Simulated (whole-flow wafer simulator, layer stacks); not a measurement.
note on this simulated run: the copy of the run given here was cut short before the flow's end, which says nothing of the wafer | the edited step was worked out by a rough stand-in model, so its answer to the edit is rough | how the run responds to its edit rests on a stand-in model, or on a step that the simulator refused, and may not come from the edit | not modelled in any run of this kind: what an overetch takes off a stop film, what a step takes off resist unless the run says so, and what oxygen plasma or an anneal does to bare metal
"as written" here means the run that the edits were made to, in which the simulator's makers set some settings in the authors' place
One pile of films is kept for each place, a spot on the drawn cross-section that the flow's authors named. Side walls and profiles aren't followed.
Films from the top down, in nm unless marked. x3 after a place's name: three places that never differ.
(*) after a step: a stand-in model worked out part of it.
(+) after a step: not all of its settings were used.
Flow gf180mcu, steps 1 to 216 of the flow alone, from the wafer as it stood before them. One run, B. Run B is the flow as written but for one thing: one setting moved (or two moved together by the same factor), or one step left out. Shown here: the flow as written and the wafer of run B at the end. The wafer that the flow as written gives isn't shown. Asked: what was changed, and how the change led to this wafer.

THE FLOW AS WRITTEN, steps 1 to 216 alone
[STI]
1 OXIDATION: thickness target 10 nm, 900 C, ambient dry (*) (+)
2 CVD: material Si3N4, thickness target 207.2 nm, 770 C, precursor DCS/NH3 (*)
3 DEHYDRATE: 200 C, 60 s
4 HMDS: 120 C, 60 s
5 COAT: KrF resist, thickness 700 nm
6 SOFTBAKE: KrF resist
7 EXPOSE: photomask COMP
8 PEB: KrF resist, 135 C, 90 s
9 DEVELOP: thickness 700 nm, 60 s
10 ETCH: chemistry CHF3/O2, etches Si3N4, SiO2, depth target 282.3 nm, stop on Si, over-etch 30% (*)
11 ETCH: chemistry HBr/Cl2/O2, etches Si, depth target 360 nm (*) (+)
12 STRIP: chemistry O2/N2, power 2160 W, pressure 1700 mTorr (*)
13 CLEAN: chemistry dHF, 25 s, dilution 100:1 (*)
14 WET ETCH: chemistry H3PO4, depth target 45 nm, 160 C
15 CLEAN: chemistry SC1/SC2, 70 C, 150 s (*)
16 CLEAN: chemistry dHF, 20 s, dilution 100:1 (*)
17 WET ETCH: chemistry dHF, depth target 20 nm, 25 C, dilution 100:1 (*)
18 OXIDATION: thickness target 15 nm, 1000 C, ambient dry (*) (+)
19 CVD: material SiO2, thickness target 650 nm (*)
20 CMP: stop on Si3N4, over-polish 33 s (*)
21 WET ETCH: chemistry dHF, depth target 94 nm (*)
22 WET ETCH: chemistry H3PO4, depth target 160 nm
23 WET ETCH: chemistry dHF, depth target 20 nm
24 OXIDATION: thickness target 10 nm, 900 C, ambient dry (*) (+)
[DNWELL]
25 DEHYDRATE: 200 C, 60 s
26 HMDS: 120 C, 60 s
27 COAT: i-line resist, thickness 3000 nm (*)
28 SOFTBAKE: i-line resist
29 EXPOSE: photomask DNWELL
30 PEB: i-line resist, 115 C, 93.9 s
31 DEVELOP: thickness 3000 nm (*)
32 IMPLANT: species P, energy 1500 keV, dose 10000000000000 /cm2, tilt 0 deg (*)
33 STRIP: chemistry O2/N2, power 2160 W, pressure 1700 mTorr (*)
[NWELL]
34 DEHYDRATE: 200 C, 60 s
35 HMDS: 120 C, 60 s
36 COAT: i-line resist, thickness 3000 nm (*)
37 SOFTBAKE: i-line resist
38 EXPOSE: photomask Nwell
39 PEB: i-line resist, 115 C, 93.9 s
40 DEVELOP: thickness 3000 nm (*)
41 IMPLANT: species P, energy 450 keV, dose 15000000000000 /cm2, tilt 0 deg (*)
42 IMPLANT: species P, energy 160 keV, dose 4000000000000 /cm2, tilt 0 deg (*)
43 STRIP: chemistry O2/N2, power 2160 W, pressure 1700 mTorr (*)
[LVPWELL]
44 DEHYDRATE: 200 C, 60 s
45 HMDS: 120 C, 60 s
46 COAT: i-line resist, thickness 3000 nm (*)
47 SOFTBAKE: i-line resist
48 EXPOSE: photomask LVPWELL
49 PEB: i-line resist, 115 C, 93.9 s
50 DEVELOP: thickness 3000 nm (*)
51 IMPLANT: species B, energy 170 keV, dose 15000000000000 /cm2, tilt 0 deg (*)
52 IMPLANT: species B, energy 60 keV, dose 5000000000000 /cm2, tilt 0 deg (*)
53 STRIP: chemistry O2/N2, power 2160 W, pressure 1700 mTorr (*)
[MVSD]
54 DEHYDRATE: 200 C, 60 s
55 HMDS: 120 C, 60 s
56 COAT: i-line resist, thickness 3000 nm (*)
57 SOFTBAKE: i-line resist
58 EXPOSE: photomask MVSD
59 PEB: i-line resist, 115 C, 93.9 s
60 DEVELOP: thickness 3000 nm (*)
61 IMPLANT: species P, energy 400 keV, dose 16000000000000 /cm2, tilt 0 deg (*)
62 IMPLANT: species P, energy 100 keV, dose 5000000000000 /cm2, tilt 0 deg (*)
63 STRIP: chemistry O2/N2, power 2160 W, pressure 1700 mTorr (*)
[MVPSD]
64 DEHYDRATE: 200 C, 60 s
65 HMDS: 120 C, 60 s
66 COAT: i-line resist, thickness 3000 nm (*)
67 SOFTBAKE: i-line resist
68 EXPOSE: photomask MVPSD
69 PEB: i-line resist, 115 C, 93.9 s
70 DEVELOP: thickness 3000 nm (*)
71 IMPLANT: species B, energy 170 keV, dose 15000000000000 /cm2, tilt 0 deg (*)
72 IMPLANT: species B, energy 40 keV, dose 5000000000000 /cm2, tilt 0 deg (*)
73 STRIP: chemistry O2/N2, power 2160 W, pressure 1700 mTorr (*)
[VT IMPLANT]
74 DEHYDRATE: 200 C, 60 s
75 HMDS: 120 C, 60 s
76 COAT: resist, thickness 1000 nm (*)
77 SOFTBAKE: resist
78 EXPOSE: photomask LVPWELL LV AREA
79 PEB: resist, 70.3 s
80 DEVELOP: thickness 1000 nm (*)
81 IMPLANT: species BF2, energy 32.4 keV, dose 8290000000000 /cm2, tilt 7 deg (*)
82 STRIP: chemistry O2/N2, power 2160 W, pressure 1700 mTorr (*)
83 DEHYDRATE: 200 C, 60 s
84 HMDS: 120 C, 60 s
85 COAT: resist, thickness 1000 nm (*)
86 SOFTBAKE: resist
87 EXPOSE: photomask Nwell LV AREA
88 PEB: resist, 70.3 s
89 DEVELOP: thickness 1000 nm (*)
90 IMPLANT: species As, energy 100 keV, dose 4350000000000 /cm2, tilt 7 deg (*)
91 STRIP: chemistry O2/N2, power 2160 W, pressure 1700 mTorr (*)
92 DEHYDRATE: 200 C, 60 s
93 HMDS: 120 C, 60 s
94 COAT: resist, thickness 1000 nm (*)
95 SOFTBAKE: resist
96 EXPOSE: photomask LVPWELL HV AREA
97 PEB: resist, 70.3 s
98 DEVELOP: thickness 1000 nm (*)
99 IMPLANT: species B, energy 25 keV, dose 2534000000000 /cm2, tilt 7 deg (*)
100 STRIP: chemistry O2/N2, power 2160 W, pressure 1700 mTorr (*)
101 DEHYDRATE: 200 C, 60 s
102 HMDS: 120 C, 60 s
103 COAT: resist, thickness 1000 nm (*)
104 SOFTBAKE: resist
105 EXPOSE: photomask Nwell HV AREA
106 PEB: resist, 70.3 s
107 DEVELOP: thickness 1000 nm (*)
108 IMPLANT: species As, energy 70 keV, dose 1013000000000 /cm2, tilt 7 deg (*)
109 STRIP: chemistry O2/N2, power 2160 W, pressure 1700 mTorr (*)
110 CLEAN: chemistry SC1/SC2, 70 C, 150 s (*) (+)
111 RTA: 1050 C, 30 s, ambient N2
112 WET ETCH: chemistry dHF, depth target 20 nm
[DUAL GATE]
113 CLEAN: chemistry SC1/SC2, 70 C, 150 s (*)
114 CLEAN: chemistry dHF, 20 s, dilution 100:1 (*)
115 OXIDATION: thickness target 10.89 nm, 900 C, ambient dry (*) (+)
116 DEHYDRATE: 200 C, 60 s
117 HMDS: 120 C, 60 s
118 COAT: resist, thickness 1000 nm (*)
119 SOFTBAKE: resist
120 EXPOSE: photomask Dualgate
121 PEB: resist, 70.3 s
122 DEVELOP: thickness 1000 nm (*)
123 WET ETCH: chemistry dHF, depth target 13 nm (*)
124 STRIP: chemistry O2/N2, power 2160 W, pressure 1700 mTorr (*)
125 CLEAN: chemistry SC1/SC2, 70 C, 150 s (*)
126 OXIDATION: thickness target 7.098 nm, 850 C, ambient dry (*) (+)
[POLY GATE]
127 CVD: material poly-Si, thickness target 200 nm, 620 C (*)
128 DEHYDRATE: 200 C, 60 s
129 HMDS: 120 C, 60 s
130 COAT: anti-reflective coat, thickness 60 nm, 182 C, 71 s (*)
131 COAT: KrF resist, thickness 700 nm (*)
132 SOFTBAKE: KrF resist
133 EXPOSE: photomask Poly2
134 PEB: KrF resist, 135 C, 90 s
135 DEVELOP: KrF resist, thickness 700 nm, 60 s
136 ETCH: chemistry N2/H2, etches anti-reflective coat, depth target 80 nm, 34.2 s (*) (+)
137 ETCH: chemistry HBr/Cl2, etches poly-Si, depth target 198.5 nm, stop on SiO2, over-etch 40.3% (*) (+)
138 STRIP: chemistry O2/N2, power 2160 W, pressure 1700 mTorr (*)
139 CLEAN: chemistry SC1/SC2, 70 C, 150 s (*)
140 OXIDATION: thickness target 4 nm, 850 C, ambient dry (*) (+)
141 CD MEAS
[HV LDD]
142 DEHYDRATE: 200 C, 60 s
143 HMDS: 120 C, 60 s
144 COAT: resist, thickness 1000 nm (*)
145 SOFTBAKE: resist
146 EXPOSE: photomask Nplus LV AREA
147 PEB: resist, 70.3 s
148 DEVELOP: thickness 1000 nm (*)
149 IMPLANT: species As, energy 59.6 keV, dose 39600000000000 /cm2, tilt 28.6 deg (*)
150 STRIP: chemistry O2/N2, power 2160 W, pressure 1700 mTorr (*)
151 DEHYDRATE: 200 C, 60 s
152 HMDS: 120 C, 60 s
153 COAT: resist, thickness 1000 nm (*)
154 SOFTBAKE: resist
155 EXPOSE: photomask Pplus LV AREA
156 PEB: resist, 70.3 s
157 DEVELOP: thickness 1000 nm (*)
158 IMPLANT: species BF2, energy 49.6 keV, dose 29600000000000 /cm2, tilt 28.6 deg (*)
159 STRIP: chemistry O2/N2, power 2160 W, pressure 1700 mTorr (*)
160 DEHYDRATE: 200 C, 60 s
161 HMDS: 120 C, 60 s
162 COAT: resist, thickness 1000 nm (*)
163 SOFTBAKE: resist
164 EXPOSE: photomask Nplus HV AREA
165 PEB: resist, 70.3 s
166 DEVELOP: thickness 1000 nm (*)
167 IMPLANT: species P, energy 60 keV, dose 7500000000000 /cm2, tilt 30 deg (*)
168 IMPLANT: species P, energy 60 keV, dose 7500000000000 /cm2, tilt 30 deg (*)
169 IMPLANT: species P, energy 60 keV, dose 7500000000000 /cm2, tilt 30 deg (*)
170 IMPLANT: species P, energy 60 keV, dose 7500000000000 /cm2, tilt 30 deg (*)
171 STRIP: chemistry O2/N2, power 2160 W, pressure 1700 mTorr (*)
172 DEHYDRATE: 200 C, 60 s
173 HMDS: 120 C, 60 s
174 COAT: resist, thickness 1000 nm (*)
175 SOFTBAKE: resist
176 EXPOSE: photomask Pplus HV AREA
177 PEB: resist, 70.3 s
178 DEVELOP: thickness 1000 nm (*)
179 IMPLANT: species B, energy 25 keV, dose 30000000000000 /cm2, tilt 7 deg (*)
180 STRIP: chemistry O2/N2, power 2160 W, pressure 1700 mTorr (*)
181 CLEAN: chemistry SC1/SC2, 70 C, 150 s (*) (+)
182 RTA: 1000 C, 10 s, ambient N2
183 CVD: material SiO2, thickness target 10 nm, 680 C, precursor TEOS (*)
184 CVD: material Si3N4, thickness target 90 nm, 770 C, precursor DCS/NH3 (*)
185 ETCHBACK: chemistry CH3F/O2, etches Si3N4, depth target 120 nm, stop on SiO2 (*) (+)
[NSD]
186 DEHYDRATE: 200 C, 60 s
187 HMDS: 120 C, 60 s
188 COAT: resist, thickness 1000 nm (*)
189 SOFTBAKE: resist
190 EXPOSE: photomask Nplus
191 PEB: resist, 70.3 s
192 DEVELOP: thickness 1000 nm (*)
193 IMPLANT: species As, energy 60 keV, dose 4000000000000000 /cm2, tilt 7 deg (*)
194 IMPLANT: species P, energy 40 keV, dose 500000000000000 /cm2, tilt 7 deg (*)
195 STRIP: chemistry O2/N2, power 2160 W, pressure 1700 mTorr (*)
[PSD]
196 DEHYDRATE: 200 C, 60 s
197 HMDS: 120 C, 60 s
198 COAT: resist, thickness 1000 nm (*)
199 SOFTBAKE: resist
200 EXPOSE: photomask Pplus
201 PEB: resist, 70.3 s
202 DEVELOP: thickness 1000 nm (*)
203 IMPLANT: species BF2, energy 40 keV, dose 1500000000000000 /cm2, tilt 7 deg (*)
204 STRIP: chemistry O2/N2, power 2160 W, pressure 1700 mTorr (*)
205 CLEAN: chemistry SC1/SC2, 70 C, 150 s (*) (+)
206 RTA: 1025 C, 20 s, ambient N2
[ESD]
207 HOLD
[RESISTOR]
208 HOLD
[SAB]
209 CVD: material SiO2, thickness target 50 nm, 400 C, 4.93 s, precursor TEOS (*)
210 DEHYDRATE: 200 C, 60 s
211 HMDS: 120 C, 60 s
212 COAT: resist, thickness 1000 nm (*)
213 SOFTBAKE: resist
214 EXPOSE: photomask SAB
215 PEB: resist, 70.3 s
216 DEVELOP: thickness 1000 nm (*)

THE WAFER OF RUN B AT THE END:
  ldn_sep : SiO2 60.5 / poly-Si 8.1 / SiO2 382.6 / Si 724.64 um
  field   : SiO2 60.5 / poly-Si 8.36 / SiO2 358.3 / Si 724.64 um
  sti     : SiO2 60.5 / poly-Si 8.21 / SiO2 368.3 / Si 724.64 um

The cause: step 127, CVD: thickness target 290 nm was run, where the flow has thickness target 200 nm.

How the change led to this, step by step:
  127 CVD: material poly-Si, thickness target 200 nm, 620 C (*)
      field, field__w1, field__w2 and 89 more: poly-Si +290 (new film) (as written it would be: poly-Si +200 (new film))
  137 ETCH: chemistry HBr/Cl2, etches poly-Si, depth target 198.5 nm, stop on SiO2, over-etch 40.3% (*) (+)
      field__w3, field__w12, field_sub and 14 more: poly-Si -278.5 (as written it would be: poly-Si -199 (all of it), SiO2 -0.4)
      field__w6, sti, m1 and 11 more: poly-Si -278.5 (as written it would be: poly-Si -198.8 (all of it), SiO2 -0.4)
      (and at 33 more places)
  138 STRIP: chemistry O2/N2, power 2160 W, pressure 1700 mTorr (*)
      field, field__w1, field__w2 and 61 more: chemical SiO2 +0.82 (new film), poly-Si -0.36 (as written it would be: nothing)
  139 CLEAN: chemistry SC1/SC2, 70 C, 150 s (*)
      field, field__w1, field__w2 and 34 more: chemical SiO2 -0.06, poly-Si -0.27 (as written it would be: SiO2 -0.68)
  140 OXIDATION: thickness target 4 nm, 850 C, ambient dry (*) (+)
      field, field__w1, field__w2 and 21 more: SiO2 +4 (new film), chemical SiO2 -0.76 (all of it), poly-Si -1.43 (as written it would be: SiO2 +0.15, Si -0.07)
      active_hv, active_nat, ld_sd_n and 11 more: SiO2 +4 (new film), chemical SiO2 -0.76 (all of it), poly-Si -1.43 (as written it would be: SiO2 +0.96, Si -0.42)
      (and at 26 more places)
  144 COAT: resist, thickness 1000 nm (*)
      polyc_n, polyc_p: resist +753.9 (new film) (as written it would be: resist +817.8 (new film))
      field_sub__w4: resist +1070.5 (new film) (as written it would be: resist +1047.7 (new film))
      (and at 30 more places)
  145 SOFTBAKE: resist
      field: resist +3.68 (as written it would be: resist -0.3)
      active_hv: resist -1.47 (as written it would be: resist +0.44)
      (and at 74 more places)
  147 PEB: resist, 70.3 s
      polyc_n, polyc_n_rim, polyc_p, polyc_p_rim: resist -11 (as written it would be: resist -12.2)
      ldn_ch, ldn_acc, ldp_ch, ldp_acc: resist -11.9 (as written it would be: resist -13)
      (and at 27 more places)
  148 DEVELOP: thickness 1000 nm (*)
      gate: resist -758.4 (all of it) (as written it would be: resist -822.7 (all of it))
      npoly_u: resist -759.2 (all of it) (as written it would be: resist -821.5 (all of it))
      (and at 3 more places)
  150 STRIP: chemistry O2/N2, power 2160 W, pressure 1700 mTorr (*)
      field: resist -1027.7 (all of it) (as written it would be: resist -1003.8 (all of it))
      field_sub__w4: resist -1053.3 (all of it) (as written it would be: resist -1030.9 (all of it))
      (and at 26 more places)
  153 COAT: resist, thickness 1000 nm (*)
      polyc_n, polyc_p: resist +753.9 (new film) (as written it would be: resist +817.8 (new film))
      field_sub__w4: resist +1070.5 (new film) (as written it would be: resist +1047.7 (new film))
      (and at 30 more places)
  154 SOFTBAKE: resist
      field: resist +3.68 (as written it would be: resist -0.3)
      active_hv: resist -1.47 (as written it would be: resist +0.44)
      (and at 74 more places)
  156 PEB: resist, 70.3 s
      polyc_n, polyc_n_rim, polyc_p, polyc_p_rim: resist -11 (as written it would be: resist -12.2)
      ldn_ch, ldn_acc, ldp_ch, ldp_acc: resist -11.9 (as written it would be: resist -13)
      (and at 27 more places)
  157 DEVELOP: thickness 1000 nm (*)
      gate_p: resist -765.8 (all of it) (as written it would be: resist -828.7 (all of it))
      ppoly_u: resist -767 (all of it) (as written it would be: resist -827 (all of it))
      (and at 3 more places)
  159 STRIP: chemistry O2/N2, power 2160 W, pressure 1700 mTorr (*)
      field: resist -1027.7 (all of it) (as written it would be: resist -1003.8 (all of it))
      field_sub__w4: resist -1053.3 (all of it) (as written it would be: resist -1030.9 (all of it))
      (and at 26 more places)
  162 COAT: resist, thickness 1000 nm (*)
      polyc_n, polyc_p: resist +753.9 (new film) (as written it would be: resist +817.8 (new film))
      field_sub__w4: resist +1070.5 (new film) (as written it would be: resist +1047.7 (new film))
      (and at 30 more places)
  ... 23 more steps ...
  216 DEVELOP: thickness 1000 nm (*)
      field__w2: resist -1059 (all of it) (as written it would be: resist -1035.2 (all of it))
      field__w3: resist -1072.8 (all of it) (as written it would be: resist -1049.4 (all of it))
      (and at 44 more places)
